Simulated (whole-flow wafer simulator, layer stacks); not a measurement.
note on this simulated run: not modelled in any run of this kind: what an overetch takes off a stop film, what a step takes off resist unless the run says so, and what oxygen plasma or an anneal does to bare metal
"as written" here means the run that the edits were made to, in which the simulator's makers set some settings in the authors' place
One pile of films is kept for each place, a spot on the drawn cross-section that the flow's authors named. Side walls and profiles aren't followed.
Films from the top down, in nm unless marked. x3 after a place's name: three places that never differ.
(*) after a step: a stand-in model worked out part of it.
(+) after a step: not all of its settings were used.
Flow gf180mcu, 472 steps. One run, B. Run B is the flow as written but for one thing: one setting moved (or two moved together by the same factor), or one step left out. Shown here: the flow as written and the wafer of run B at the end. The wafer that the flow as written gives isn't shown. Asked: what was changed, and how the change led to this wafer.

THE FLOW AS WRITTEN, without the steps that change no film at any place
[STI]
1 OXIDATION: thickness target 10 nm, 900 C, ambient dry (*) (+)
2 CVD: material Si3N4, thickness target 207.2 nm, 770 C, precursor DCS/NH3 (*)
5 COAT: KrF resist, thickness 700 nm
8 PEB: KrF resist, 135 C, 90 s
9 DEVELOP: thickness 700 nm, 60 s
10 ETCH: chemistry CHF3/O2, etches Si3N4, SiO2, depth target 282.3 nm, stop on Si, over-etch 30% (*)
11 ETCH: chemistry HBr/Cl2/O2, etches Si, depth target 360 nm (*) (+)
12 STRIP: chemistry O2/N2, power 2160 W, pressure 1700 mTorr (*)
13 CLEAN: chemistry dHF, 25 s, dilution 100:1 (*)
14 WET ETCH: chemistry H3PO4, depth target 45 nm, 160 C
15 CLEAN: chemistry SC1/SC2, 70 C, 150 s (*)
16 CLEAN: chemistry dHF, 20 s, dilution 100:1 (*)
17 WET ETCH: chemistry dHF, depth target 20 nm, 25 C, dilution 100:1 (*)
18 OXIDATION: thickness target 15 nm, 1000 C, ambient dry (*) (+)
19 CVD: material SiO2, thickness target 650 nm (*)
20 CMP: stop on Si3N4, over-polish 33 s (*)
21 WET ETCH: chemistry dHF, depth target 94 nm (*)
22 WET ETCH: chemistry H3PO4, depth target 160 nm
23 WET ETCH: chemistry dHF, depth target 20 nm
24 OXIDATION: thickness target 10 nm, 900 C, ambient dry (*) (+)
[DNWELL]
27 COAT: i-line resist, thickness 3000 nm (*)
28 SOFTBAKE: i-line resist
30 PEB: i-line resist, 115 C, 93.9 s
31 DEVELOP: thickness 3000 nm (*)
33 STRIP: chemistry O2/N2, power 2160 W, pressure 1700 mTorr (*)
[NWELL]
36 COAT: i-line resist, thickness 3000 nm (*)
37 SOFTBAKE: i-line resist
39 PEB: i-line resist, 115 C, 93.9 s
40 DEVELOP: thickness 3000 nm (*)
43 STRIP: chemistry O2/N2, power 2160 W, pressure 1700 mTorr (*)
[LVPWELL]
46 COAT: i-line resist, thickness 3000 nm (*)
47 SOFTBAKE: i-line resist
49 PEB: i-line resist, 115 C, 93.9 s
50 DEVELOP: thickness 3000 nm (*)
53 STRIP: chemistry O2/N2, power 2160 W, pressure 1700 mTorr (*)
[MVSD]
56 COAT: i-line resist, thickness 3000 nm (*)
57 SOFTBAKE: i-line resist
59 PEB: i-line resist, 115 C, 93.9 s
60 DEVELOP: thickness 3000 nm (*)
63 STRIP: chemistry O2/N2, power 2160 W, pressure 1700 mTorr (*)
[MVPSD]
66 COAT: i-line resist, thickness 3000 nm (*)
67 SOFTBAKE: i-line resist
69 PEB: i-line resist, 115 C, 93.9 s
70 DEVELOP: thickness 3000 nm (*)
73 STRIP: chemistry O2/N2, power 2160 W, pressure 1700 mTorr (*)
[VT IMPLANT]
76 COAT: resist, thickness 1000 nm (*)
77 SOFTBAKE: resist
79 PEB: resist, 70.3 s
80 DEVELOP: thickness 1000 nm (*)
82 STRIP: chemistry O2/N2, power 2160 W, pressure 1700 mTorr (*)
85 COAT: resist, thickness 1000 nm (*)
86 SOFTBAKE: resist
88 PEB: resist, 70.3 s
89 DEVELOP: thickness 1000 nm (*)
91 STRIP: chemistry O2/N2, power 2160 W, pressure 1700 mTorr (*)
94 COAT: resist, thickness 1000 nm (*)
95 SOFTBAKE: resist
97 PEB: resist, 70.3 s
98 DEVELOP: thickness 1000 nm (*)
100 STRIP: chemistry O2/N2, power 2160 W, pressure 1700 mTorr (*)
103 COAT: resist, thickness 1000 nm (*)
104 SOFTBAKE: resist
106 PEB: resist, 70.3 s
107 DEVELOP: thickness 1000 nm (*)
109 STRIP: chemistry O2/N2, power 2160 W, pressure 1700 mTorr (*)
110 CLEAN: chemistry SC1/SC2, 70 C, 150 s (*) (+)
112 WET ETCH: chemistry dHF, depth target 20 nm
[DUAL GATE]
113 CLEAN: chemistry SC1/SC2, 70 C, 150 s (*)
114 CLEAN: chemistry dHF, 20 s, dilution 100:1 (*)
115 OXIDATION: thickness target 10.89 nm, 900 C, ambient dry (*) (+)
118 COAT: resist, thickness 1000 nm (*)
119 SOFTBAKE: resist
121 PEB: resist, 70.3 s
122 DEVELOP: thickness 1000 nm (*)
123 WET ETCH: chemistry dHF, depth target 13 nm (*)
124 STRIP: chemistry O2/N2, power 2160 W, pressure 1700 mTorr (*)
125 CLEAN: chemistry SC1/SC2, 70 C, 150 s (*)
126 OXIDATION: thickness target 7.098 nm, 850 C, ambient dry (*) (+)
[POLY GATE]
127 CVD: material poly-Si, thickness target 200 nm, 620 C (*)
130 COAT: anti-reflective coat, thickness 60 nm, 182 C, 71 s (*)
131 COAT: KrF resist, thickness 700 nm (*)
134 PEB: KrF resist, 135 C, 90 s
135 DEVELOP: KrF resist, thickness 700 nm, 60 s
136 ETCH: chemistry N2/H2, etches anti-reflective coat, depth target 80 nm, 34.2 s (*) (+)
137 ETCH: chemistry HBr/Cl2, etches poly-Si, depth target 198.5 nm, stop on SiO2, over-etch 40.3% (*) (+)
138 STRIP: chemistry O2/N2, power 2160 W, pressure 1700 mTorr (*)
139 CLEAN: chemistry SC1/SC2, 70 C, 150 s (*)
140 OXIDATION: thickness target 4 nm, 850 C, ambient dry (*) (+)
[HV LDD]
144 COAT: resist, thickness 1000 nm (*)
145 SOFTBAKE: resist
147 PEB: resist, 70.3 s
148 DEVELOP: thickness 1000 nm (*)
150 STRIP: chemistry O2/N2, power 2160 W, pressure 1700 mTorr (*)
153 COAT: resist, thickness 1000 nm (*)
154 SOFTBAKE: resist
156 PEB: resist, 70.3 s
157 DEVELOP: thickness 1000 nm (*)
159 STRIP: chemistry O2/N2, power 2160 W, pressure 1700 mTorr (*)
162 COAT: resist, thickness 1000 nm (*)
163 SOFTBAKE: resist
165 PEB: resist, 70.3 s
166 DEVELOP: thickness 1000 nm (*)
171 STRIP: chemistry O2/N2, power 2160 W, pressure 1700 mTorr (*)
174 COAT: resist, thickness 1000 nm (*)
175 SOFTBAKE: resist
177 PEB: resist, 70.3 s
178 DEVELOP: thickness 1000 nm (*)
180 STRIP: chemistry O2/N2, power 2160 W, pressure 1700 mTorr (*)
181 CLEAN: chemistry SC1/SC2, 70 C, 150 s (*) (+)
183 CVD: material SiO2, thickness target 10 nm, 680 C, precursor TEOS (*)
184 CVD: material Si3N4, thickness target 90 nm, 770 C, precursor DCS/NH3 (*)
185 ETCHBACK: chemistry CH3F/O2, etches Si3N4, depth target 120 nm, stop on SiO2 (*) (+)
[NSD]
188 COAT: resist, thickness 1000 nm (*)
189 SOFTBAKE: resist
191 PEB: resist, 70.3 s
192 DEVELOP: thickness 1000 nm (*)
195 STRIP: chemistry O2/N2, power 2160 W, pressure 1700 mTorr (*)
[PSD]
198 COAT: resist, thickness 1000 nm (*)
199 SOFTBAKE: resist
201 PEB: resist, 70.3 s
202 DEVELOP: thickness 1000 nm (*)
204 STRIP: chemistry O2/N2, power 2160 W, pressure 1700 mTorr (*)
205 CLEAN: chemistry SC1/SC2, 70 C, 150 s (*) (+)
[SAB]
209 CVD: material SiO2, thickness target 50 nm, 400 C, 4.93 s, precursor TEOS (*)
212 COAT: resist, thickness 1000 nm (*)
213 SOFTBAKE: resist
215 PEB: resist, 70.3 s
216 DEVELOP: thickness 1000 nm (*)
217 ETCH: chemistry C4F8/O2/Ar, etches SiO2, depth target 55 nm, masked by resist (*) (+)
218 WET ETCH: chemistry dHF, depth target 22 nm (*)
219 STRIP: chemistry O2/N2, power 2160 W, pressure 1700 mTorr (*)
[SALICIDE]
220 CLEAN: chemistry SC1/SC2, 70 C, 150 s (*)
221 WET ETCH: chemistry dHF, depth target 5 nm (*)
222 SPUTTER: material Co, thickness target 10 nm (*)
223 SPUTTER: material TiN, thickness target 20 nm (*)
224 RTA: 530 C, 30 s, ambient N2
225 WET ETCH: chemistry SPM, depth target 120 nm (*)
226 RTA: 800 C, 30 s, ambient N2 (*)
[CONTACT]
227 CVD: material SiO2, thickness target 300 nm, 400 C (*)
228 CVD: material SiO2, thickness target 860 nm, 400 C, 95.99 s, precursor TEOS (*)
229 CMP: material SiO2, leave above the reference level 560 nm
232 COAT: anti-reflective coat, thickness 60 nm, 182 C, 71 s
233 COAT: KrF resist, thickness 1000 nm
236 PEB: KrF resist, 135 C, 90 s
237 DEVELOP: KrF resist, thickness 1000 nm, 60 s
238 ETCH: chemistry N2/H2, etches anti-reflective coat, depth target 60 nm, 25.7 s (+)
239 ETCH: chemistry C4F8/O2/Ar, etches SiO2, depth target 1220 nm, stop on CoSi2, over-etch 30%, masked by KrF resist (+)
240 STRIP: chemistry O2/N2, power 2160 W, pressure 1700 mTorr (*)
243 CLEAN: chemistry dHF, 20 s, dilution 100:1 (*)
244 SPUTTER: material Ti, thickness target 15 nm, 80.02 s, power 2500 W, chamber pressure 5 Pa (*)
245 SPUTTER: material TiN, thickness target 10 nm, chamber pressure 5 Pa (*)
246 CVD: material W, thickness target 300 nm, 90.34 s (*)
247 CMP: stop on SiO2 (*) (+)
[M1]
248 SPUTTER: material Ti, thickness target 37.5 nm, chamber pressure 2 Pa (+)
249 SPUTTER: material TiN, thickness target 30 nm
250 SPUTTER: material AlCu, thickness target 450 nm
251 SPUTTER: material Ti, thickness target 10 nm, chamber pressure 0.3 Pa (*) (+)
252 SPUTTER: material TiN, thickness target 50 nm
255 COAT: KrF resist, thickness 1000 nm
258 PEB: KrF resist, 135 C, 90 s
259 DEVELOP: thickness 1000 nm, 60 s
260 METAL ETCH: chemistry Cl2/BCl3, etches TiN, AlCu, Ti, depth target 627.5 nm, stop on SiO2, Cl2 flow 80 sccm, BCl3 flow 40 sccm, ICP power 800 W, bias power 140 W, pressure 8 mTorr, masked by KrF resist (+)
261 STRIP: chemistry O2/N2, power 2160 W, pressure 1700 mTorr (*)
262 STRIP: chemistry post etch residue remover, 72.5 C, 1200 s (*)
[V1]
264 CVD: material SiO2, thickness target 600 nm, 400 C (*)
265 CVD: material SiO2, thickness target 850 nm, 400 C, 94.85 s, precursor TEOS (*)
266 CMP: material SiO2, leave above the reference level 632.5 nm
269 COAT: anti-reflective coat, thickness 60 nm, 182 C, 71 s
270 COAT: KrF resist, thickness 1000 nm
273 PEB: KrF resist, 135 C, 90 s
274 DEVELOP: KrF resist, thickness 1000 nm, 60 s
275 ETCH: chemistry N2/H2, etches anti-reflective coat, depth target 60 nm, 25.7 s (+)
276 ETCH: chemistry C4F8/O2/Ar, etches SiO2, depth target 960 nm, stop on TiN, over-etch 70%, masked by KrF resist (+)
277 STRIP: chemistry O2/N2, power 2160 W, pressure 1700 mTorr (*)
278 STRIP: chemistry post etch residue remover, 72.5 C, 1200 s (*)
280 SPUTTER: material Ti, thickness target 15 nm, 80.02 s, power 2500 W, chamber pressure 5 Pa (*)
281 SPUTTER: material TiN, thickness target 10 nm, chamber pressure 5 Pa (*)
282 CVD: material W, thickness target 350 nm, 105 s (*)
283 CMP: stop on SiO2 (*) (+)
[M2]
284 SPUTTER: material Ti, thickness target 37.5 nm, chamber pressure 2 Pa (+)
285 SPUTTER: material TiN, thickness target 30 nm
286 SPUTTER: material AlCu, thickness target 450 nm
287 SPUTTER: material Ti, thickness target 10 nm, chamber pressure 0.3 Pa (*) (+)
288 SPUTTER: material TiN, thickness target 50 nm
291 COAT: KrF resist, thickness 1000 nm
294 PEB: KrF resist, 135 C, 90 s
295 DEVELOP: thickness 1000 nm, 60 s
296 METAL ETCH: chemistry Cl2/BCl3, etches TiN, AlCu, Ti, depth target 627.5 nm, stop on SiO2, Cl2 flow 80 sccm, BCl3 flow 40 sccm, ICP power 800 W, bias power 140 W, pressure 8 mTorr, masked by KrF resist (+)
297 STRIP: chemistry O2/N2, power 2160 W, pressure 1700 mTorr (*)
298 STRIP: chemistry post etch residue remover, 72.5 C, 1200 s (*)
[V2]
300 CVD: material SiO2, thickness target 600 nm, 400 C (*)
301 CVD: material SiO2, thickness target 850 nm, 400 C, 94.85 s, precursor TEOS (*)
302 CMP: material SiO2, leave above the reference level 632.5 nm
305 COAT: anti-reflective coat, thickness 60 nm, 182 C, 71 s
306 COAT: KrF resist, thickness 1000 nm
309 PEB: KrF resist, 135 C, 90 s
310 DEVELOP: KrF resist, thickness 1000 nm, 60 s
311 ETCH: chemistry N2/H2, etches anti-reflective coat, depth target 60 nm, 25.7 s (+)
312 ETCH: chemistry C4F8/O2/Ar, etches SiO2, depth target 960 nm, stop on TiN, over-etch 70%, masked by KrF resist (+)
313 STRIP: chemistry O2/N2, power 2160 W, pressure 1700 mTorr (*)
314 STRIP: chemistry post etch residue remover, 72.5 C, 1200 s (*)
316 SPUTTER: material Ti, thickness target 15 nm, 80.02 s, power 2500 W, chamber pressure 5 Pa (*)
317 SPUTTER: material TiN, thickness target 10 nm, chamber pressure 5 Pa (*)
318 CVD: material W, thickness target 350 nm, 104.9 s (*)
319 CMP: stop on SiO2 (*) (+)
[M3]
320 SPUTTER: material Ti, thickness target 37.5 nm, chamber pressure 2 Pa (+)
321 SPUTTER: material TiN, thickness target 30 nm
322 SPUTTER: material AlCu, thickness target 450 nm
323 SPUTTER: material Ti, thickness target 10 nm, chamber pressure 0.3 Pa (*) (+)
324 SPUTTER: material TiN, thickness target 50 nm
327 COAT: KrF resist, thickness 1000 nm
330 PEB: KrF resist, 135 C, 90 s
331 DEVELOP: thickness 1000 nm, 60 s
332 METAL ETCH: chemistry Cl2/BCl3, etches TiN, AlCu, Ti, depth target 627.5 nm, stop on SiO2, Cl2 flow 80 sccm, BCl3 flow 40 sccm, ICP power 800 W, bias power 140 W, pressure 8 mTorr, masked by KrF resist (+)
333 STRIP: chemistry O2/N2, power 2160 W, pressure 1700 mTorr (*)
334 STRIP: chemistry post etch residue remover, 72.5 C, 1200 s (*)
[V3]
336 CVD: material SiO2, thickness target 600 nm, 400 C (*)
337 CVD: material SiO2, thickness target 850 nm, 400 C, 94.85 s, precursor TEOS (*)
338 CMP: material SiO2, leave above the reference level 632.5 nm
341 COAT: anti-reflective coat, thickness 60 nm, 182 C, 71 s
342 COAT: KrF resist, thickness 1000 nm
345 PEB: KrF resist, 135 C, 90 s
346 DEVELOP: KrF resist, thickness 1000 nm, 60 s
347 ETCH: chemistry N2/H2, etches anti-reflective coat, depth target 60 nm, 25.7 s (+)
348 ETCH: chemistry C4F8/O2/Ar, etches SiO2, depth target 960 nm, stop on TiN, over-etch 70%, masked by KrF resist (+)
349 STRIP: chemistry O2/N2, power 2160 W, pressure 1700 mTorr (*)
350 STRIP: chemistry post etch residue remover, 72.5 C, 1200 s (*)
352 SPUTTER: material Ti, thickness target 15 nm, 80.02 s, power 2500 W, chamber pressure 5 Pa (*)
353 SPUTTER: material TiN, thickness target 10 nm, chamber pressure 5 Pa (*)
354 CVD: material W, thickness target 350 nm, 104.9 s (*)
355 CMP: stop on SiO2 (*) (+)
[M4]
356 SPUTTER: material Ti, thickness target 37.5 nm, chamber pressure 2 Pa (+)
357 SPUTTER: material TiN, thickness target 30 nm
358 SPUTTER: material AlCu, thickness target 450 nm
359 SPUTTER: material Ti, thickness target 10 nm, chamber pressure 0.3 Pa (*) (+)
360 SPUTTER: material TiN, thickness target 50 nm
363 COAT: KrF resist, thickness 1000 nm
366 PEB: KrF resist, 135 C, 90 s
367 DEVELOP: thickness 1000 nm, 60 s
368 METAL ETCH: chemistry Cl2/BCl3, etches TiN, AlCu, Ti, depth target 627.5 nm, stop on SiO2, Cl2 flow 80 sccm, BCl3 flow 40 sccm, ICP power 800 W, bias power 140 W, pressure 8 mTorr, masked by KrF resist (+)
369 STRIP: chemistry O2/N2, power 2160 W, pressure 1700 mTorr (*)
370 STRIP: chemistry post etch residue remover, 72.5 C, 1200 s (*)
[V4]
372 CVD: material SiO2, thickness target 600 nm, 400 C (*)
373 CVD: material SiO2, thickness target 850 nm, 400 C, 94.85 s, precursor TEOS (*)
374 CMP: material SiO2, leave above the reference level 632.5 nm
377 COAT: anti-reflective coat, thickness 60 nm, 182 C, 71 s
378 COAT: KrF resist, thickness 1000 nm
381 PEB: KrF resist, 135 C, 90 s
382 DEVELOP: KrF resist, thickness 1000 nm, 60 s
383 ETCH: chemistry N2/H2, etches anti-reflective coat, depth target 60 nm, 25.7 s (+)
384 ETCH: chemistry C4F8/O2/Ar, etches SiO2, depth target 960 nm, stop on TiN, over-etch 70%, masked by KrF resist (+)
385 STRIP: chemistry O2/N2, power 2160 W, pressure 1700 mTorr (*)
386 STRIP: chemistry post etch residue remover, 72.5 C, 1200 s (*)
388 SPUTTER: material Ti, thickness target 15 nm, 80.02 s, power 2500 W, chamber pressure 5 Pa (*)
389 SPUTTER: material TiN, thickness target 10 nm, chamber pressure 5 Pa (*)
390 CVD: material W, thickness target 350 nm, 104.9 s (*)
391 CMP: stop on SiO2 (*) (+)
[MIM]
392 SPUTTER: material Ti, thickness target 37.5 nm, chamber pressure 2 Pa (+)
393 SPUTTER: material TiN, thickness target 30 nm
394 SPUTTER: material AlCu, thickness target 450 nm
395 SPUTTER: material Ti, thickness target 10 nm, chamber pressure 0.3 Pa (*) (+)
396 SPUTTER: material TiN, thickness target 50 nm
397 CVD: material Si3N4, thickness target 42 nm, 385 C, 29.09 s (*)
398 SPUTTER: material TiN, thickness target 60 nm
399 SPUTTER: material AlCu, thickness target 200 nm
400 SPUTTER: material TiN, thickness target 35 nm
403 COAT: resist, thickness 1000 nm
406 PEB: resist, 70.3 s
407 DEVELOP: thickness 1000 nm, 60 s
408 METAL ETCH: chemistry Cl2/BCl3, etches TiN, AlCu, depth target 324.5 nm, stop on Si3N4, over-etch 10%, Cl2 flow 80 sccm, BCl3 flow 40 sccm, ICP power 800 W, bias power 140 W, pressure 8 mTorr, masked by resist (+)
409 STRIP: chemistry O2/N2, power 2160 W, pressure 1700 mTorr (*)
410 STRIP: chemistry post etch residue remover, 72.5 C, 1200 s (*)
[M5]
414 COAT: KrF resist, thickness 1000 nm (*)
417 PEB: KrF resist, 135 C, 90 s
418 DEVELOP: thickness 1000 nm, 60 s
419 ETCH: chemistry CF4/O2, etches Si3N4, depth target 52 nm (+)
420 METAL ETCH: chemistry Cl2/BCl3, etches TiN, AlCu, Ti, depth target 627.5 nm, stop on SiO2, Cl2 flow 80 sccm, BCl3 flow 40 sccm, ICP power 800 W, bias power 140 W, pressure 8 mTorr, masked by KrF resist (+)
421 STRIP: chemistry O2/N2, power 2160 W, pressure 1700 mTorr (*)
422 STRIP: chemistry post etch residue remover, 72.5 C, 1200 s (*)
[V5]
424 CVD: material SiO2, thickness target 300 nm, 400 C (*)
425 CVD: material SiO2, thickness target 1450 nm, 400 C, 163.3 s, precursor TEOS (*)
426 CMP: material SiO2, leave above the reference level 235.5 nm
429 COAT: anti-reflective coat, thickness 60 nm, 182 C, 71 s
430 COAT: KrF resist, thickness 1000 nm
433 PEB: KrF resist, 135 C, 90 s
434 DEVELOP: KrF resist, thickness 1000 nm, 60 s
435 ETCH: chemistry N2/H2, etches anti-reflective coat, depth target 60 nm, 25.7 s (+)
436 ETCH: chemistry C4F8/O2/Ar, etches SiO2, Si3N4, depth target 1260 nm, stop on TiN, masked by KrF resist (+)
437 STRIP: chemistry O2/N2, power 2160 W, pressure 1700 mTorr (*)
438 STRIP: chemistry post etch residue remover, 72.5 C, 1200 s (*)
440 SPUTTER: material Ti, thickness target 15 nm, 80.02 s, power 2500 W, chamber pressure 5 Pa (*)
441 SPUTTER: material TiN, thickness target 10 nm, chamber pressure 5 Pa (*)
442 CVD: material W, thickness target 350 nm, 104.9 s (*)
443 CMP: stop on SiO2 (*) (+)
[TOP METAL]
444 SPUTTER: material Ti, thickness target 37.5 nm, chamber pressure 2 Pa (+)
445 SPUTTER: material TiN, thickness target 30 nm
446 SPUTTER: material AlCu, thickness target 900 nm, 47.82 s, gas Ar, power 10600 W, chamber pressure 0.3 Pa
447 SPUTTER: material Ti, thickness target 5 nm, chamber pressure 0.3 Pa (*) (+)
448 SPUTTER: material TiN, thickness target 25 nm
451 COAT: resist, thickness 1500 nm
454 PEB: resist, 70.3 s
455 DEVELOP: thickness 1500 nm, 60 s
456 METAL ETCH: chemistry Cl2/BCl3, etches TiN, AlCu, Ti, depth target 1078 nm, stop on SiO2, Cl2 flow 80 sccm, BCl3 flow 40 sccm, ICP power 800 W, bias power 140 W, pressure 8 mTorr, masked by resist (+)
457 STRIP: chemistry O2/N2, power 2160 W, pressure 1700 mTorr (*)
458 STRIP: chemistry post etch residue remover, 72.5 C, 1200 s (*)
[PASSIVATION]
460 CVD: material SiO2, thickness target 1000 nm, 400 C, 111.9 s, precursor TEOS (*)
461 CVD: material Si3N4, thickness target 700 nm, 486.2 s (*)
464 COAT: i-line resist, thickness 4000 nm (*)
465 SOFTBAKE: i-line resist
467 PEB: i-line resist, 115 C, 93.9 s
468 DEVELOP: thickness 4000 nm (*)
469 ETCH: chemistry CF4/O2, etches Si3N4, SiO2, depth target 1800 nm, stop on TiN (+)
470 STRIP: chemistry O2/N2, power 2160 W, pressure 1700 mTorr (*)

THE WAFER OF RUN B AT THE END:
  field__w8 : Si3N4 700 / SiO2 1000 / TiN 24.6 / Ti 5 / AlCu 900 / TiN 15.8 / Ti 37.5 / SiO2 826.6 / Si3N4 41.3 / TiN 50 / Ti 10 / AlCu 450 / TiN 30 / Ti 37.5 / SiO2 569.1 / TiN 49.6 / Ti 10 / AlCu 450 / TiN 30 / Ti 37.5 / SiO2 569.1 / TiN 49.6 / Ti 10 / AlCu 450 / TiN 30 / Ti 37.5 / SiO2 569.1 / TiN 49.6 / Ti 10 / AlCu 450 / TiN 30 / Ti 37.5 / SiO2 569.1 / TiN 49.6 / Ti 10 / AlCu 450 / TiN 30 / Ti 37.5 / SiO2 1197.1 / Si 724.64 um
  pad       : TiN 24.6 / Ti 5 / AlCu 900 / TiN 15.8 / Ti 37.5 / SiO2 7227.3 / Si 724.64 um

The cause: step 445, SPUTTER: thickness target 15.8 nm was run, where the flow has thickness target 30 nm.
It can be read off the wafer: field__w8 has TiN 15.8, and step 445 as written asks for 30 nm.

How the change led to this, step by step:
  445 SPUTTER: material TiN, thickness target 30 nm
      field, field__w1, field__w2 and 109 more: TiN +15.8 (new film) (as written it would be: TiN +30 (new film))
  456 METAL ETCH: chemistry Cl2/BCl3, etches TiN, AlCu, Ti, depth target 1078 nm, stop on SiO2, Cl2 flow 80 sccm, BCl3 flow 40 sccm, ICP power 800 W, bias power 140 W, pressure 8 mTorr, masked by resist (+)
      field, field__w1, field__w2 and 103 more: TiN -25 (all of it), Ti -5 (all of it), AlCu -900 (all of it), TiN -15.8 (all of it), Ti -37.5 (all of it) (as written it would be: TiN -25 (all of it), Ti -5 (all of it), AlCu -900 (all of it), TiN -30 (all of it), Ti -37.5 (all of it))
  465 SOFTBAKE: i-line resist
      field__w11, field__w13: i-line resist +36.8 (as written it would be: i-line resist +37.6)
      ld_acc_p, ld_fp_p: i-line resist +33.1 (as written it would be: i-line resist +33.8)
      (and at 40 more places)
